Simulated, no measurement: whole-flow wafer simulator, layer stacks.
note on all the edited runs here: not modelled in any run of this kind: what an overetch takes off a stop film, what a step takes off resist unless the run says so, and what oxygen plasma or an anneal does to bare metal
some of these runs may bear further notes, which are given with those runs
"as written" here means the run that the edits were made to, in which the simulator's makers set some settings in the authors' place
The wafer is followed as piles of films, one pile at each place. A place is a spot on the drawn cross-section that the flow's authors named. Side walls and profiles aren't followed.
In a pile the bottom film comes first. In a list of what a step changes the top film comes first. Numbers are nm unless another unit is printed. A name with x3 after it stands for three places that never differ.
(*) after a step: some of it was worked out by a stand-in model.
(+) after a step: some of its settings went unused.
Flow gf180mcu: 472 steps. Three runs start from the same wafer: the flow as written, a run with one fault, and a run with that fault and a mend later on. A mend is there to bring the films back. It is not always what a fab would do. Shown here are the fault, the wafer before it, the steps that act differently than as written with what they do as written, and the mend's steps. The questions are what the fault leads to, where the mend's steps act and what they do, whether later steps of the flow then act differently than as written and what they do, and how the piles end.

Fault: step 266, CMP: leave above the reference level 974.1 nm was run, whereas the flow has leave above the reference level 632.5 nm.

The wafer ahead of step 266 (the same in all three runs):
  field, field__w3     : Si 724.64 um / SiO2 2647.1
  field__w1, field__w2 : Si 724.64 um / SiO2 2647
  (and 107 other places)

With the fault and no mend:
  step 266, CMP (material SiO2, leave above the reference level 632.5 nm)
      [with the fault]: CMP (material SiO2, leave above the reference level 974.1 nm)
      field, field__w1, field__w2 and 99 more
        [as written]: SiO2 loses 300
        [with the fault]: nothing
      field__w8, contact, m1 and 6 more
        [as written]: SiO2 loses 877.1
        [with the fault]: SiO2 loses 535.5
  Steps later in the flow that act otherwise than as written (6 more steps, not shown, differ only slightly: by at most 2% or 0.5 nm, whichever is larger):
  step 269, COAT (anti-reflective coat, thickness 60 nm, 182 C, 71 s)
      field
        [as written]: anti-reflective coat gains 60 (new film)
        [with the fault]: anti-reflective coat gains 76.6 (new film)
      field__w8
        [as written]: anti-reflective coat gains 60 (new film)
        [with the fault]: anti-reflective coat gains 36.6 (new film)
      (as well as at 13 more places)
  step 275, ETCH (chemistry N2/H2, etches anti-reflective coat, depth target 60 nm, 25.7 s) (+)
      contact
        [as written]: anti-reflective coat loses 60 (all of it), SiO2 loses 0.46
        [with the fault]: anti-reflective coat loses 38.1 (all of it), SiO2 loses 1.02
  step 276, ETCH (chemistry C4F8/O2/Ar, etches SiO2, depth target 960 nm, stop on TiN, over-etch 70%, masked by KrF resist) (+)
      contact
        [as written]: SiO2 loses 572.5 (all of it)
        [with the fault]: SiO2 loses 913.5 (all of it)
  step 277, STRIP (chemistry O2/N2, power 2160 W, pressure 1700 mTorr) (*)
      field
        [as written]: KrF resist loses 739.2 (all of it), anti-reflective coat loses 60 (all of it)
        [with the fault]: KrF resist loses 731 (all of it), anti-reflective coat loses 76.6 (all of it)
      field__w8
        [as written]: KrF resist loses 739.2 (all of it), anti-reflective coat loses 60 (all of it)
        [with the fault]: KrF resist loses 735.1 (all of it), anti-reflective coat loses 36.6 (all of it)
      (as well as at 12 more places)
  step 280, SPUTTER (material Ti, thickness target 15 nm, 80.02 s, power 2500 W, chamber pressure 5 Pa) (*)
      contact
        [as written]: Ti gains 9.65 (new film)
        [with the fault]: Ti gains 8.11 (new film)
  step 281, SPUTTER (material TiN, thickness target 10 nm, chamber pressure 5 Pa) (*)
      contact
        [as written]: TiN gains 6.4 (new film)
        [with the fault]: TiN gains 5.38 (new film)
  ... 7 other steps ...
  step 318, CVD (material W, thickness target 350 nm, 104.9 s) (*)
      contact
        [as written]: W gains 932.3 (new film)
        [with the fault]: W gains 972.4 (new film)
  At field, field__w1, field__w2 and 109 more, the piles at the end differ from the flow's by more than 2% or 0.5 nm, whichever is larger.
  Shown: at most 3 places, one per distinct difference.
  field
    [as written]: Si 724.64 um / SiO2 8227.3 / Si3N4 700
    [with the fault]: Si 724.64 um / SiO2 8567.3 / Si3N4 700
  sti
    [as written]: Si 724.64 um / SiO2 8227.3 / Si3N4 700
    [with the fault]: Si 724.64 um / SiO2 8567.2 / Si3N4 700
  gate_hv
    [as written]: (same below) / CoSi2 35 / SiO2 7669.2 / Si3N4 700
    [with the fault]: (same below) / CoSi2 35 / SiO2 8009.1 / Si3N4 700

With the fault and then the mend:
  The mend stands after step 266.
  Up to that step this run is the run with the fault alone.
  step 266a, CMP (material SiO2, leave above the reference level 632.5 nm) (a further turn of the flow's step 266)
      field, field__w1, field__w2 and 99 more
        SiO2 loses 300
      field__w8, contact, m1 and 6 more
        SiO2 loses 341.6
  Every later step of the flow that is run acts as written at every place that is followed.
  By the end, the piles equal the flow's at every place that both follow.
